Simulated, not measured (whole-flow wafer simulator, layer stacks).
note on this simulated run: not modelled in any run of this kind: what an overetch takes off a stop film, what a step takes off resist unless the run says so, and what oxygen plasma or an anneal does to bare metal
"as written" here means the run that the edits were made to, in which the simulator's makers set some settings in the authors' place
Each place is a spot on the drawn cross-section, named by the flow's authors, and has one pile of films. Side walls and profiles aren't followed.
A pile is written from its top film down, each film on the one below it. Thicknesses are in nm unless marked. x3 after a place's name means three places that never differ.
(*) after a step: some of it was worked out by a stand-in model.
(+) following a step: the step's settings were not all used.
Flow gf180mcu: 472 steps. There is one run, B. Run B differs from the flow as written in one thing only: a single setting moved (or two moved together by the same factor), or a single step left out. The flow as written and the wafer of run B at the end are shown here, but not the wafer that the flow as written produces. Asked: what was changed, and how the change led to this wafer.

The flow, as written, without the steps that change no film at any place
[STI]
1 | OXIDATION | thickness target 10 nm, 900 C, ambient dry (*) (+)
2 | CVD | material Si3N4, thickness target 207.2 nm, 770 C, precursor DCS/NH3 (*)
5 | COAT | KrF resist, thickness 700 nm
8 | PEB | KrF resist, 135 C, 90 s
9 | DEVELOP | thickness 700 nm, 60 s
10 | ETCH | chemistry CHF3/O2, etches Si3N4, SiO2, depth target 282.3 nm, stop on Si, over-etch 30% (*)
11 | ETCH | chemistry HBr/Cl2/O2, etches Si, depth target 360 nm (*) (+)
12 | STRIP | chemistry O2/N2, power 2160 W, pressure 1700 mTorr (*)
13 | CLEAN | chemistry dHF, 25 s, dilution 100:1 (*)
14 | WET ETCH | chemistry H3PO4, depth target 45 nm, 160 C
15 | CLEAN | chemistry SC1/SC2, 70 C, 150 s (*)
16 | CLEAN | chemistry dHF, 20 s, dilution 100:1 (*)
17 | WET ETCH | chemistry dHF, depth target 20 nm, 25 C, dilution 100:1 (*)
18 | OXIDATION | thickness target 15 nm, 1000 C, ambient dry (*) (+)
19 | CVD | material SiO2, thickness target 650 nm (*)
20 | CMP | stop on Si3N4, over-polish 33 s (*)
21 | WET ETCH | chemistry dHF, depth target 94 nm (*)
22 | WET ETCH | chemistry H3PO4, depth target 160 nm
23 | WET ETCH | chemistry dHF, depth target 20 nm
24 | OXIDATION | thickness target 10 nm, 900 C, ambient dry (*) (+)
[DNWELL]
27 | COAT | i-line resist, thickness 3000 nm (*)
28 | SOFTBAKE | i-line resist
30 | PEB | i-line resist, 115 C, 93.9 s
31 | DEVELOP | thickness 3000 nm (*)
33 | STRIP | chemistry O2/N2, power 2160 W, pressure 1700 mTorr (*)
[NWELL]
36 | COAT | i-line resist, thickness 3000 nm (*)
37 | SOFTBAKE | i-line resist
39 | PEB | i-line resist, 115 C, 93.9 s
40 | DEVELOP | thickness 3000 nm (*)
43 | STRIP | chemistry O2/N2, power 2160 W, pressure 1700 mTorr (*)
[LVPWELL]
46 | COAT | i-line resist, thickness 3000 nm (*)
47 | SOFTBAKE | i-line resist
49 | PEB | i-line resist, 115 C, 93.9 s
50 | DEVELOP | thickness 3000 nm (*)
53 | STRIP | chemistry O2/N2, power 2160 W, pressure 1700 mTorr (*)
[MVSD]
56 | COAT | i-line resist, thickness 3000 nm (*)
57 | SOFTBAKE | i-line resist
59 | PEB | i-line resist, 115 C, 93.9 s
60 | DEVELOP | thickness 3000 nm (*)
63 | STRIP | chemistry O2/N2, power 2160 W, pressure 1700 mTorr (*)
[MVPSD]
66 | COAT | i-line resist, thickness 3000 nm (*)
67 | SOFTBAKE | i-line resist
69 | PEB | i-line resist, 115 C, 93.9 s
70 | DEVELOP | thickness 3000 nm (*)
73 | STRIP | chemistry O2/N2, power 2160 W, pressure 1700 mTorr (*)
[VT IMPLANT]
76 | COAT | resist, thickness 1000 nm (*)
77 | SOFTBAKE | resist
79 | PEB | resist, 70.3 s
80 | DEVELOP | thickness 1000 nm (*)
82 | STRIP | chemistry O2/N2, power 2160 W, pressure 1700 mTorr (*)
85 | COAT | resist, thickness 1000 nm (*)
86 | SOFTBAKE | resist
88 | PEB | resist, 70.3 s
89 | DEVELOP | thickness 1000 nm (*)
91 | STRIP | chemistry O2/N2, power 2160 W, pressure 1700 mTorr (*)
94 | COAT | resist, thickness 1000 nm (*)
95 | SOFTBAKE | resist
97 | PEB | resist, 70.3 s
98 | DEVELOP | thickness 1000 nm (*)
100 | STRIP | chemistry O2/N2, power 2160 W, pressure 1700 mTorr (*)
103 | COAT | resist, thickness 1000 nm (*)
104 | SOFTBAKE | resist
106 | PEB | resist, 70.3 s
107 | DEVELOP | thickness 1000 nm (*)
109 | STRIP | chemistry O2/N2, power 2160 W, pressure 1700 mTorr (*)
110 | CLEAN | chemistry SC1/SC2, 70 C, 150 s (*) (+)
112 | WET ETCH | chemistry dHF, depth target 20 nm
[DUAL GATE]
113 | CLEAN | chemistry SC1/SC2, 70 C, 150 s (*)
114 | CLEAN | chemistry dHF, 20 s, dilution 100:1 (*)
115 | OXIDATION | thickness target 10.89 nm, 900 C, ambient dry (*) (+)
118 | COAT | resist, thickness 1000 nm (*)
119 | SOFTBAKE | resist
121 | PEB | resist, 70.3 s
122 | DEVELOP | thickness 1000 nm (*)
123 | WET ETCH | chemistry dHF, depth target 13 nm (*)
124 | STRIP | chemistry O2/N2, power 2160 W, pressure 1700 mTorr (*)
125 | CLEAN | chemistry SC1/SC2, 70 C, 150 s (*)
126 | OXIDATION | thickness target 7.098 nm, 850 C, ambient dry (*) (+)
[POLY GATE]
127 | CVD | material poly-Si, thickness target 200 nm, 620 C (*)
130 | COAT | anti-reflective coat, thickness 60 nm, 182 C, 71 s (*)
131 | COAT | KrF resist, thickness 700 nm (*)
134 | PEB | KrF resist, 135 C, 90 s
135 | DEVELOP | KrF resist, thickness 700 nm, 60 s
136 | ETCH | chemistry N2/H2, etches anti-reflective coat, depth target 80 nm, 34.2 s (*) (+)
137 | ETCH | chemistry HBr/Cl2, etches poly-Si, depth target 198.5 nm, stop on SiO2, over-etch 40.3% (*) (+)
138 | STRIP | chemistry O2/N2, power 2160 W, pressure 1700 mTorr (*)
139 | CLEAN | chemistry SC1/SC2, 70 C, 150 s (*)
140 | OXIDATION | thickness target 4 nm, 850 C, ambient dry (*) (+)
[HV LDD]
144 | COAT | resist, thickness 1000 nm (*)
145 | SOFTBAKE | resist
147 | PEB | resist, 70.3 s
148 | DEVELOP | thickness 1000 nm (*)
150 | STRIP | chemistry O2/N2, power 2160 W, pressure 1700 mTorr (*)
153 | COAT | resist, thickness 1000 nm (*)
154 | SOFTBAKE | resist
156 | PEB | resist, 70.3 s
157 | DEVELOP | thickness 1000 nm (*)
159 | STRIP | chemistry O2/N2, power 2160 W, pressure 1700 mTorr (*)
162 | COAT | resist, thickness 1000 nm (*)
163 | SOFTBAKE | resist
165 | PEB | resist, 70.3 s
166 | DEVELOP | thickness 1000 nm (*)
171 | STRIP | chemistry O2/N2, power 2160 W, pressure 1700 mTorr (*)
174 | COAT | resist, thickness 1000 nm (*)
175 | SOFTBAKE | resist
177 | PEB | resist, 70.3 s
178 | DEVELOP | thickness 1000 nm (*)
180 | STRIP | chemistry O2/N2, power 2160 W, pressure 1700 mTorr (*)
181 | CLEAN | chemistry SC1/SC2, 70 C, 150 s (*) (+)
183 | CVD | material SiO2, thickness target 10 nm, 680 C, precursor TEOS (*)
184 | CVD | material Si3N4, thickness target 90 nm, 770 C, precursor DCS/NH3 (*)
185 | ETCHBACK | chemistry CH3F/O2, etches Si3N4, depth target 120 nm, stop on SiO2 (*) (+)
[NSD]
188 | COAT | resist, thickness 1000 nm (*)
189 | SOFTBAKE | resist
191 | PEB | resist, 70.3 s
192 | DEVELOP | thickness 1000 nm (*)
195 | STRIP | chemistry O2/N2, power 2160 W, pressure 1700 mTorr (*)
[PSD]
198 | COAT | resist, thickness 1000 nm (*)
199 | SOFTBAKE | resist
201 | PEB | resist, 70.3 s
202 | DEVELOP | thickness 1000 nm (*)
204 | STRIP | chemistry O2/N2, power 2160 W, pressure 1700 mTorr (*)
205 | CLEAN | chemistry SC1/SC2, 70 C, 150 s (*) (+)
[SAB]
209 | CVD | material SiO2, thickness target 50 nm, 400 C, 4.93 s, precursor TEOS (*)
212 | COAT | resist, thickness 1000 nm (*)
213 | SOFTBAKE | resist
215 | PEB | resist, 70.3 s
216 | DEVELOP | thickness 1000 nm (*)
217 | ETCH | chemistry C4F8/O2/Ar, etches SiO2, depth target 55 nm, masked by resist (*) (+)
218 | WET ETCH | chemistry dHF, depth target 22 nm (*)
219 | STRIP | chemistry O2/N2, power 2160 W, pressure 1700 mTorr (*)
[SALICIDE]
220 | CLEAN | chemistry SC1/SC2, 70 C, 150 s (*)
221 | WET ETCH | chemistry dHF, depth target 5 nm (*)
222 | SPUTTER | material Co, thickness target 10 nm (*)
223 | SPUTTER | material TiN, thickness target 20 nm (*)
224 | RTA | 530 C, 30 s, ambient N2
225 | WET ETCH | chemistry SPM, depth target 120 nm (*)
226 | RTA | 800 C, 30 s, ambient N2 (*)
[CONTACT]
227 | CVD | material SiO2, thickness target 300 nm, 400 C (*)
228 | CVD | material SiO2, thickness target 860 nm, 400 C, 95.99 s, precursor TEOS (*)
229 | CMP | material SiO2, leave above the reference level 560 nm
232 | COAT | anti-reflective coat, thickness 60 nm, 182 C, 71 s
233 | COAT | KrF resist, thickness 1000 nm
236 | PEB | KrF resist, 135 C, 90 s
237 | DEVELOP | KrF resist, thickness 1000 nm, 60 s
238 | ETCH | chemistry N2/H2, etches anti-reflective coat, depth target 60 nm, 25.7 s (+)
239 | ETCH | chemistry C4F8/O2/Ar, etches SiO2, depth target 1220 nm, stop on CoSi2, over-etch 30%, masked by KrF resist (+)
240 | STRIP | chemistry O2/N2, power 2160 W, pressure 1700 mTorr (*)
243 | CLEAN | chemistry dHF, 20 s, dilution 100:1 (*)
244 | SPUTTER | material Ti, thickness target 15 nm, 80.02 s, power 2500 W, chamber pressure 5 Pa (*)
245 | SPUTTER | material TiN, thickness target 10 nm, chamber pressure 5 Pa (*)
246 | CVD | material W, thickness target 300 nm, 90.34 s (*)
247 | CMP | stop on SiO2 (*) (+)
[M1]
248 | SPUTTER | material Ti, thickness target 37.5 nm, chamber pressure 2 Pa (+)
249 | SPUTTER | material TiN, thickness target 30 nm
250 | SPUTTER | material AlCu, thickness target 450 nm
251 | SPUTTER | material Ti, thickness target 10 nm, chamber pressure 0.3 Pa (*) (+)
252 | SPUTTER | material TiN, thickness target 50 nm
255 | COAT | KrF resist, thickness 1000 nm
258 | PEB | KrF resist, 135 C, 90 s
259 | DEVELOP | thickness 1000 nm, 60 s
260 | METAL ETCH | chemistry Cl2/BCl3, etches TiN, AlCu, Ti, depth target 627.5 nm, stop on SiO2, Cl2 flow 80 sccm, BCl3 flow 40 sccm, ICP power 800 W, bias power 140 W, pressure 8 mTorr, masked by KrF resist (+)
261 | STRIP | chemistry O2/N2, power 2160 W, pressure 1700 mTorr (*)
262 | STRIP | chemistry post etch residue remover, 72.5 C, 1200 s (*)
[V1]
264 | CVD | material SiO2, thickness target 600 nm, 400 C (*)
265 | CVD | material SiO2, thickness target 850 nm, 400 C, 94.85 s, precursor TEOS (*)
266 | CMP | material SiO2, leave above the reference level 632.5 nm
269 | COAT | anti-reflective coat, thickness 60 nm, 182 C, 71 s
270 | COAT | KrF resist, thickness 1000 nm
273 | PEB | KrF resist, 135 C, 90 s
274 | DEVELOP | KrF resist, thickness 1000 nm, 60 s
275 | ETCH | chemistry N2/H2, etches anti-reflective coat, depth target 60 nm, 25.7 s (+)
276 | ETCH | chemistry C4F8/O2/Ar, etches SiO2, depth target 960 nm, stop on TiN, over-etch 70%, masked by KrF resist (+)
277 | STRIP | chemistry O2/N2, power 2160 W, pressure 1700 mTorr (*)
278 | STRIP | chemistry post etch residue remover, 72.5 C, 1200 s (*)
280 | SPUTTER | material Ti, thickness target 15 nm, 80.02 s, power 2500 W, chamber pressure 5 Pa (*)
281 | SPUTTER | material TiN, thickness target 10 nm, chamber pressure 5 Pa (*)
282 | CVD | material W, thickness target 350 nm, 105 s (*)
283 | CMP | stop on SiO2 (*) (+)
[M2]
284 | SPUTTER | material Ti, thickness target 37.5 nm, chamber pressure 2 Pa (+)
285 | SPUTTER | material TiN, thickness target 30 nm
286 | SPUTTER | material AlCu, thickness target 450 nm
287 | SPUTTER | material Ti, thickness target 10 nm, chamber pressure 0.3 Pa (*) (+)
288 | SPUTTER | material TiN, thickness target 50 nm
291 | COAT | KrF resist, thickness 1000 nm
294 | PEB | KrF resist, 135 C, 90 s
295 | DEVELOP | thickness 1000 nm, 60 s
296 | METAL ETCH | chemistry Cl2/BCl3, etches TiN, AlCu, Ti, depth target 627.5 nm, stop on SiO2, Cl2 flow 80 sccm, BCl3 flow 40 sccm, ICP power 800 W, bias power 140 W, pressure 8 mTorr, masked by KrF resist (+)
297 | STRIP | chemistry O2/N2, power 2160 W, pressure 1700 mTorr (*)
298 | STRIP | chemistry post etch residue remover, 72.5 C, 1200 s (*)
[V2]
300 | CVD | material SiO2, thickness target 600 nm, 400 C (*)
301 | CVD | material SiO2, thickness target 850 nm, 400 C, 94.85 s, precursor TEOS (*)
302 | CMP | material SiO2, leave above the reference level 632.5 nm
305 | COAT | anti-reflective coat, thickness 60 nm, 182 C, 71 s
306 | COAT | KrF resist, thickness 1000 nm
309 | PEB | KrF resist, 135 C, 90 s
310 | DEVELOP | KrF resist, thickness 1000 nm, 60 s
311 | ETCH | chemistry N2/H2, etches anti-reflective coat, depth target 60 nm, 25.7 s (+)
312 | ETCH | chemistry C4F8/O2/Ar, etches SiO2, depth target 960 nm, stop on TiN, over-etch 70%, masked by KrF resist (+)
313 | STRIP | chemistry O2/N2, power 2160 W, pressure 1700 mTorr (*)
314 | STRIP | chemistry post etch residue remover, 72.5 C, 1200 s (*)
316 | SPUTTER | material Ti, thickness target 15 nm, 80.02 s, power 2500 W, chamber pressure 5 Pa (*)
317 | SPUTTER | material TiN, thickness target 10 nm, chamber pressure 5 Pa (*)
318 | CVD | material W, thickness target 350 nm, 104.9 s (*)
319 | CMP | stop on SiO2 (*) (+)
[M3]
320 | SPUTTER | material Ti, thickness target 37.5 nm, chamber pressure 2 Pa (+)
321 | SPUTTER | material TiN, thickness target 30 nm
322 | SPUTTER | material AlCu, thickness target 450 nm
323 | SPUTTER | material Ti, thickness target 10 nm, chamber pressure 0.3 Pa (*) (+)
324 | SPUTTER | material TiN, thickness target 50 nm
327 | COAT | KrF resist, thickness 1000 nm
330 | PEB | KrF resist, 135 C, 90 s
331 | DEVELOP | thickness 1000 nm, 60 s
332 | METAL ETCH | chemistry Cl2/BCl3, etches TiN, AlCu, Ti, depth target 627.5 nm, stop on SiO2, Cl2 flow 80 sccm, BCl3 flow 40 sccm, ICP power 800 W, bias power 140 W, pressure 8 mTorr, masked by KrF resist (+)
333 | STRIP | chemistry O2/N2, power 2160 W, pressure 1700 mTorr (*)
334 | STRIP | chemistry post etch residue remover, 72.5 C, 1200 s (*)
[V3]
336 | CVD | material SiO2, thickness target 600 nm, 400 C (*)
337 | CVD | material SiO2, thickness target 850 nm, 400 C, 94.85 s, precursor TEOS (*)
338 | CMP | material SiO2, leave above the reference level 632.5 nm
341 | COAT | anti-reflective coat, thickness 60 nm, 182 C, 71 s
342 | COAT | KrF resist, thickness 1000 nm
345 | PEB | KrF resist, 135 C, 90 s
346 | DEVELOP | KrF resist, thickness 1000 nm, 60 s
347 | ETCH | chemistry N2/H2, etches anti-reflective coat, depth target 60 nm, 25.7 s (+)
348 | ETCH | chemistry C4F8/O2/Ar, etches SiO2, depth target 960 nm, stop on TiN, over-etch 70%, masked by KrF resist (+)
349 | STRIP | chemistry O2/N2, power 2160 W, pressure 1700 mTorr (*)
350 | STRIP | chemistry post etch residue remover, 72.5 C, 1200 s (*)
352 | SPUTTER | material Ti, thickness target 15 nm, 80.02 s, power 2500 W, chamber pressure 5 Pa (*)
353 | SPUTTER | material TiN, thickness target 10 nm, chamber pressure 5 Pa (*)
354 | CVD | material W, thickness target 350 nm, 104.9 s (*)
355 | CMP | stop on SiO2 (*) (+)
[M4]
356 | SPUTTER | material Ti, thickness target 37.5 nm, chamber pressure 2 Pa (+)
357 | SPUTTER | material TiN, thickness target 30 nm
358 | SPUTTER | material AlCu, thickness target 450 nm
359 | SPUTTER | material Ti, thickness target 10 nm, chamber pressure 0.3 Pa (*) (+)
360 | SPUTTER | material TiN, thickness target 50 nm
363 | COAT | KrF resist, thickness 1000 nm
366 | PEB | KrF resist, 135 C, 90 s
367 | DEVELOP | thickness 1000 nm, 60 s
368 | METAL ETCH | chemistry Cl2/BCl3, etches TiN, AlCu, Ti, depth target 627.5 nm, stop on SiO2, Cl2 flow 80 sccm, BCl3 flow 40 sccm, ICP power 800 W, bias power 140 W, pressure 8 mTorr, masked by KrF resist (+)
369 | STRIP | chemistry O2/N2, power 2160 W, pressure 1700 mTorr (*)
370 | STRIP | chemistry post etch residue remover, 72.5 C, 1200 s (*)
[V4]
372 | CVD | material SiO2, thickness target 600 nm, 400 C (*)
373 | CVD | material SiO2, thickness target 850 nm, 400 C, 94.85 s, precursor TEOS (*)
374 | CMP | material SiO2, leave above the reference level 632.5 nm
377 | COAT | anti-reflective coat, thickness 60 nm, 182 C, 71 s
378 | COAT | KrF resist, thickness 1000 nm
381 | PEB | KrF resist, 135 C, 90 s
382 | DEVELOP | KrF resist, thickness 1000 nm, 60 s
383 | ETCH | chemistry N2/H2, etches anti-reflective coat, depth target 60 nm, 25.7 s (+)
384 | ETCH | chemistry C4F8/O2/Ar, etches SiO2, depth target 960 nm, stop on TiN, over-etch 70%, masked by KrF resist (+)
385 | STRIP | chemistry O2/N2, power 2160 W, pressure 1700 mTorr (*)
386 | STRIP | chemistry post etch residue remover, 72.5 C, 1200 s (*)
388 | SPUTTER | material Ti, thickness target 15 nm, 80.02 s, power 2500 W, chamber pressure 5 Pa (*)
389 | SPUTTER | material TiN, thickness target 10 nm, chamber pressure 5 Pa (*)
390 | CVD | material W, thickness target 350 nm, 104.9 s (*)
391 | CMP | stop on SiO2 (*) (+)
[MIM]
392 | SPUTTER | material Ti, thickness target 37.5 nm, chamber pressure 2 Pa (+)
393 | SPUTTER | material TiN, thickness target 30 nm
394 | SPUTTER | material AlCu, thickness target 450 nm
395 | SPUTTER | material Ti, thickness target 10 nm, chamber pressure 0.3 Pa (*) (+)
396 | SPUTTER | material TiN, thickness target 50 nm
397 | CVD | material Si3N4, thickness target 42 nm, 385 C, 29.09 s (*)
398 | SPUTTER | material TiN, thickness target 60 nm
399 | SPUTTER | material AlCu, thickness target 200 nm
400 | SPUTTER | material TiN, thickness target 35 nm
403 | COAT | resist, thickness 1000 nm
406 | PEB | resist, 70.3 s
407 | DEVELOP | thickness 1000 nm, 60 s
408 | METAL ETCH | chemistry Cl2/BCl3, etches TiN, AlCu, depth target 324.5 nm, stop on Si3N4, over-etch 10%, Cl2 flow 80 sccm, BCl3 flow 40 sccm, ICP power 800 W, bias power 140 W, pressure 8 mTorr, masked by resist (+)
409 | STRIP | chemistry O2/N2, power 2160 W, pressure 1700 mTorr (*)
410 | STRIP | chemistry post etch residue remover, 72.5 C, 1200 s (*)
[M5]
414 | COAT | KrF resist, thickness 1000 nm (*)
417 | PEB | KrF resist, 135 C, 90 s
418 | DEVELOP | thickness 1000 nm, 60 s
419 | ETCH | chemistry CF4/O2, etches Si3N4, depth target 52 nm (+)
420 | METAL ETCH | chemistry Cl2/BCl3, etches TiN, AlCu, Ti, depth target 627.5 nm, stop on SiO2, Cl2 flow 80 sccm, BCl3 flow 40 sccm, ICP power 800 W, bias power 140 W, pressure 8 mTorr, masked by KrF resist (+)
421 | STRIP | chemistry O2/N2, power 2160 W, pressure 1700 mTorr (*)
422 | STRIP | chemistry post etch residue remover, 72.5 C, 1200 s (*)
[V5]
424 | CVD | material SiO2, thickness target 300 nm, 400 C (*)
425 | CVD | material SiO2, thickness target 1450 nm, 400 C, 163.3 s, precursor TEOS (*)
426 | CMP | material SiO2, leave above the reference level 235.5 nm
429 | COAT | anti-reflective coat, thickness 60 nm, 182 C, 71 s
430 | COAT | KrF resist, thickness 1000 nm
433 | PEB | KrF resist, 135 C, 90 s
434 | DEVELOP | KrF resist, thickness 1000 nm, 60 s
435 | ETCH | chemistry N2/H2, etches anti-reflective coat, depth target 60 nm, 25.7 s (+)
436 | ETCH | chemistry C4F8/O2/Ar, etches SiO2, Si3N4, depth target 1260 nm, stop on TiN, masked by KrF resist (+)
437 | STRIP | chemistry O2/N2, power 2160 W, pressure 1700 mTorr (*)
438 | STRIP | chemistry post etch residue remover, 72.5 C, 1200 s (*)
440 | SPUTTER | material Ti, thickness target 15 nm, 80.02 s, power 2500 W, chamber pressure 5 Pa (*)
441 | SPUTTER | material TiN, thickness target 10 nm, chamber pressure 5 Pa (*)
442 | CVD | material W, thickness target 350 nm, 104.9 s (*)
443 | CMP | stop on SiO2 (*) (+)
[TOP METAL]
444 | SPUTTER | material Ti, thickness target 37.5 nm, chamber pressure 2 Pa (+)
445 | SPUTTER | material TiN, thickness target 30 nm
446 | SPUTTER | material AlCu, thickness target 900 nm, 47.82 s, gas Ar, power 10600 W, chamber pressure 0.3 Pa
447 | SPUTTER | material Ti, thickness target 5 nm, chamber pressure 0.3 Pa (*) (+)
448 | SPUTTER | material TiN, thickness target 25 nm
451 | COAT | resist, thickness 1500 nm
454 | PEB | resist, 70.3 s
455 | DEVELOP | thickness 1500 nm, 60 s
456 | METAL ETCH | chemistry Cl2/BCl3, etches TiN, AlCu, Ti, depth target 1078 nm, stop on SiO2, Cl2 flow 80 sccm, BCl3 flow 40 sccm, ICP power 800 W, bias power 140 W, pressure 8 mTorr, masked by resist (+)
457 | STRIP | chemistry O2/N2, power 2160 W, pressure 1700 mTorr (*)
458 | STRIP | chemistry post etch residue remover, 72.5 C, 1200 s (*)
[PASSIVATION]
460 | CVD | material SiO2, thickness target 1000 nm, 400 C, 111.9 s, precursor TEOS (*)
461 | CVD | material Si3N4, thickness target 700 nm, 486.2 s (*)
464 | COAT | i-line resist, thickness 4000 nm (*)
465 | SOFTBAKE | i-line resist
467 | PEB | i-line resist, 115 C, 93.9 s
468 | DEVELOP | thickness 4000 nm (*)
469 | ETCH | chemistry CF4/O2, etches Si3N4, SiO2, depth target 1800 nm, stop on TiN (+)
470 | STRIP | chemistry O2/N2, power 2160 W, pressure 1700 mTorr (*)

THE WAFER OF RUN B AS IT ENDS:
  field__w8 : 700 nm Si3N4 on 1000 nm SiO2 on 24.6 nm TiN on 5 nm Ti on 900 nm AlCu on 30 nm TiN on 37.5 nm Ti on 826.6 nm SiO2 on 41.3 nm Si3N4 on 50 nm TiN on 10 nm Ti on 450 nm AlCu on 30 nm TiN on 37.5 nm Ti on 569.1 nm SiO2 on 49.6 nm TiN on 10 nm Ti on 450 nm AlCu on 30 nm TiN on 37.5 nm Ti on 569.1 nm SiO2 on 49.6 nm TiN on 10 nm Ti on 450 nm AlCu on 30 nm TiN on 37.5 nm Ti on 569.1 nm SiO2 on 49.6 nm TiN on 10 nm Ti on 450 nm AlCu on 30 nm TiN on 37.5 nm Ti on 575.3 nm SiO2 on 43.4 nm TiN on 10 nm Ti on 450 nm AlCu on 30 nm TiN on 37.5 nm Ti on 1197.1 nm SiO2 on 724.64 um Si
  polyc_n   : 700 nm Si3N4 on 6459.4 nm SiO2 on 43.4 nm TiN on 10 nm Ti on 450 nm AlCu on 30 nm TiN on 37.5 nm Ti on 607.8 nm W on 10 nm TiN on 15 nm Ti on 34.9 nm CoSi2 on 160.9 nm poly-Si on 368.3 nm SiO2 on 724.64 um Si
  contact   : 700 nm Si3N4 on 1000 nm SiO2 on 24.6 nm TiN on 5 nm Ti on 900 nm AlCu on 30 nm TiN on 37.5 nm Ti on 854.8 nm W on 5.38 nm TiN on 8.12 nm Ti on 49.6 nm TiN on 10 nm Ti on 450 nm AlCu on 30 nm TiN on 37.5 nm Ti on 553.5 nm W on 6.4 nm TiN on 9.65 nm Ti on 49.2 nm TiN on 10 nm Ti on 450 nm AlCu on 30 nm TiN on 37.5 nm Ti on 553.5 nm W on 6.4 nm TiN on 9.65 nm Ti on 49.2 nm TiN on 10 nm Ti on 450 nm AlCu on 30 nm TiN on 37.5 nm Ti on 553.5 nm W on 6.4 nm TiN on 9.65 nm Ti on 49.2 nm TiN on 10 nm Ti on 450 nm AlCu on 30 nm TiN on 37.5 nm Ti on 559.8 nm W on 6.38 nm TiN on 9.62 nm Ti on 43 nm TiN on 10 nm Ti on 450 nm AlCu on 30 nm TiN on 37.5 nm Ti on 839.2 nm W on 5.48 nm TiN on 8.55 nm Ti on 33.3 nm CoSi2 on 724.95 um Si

What caused this: step 252, SPUTTER: thickness target 43.8 nm was run, whereas the flow has thickness target 50 nm.

The path from the change to this, step by step:
  252 | SPUTTER | material TiN, thickness target 50 nm
      field, field__w1, field__w2 and 108 more: +43.8 TiN (new film) (it would be, as written: +50 TiN (new film))
  260 | METAL ETCH | chemistry Cl2/BCl3, etches TiN, AlCu, Ti, depth target 627.5 nm, stop on SiO2, Cl2 flow 80 sccm, BCl3 flow 40 sccm, ICP power 800 W, bias power 140 W, pressure 8 mTorr, masked by KrF resist (+)
      field, field__w1, field__w2 and 99 more: -43.8 TiN (all of it), -10 Ti (all of it), -450 AlCu (all of it), -30 TiN (all of it), -37.5 Ti (all of it) (it would be, as written: -50 TiN (all of it), -10 Ti (all of it), -450 AlCu (all of it), -30 TiN (all of it), -37.5 Ti (all of it))
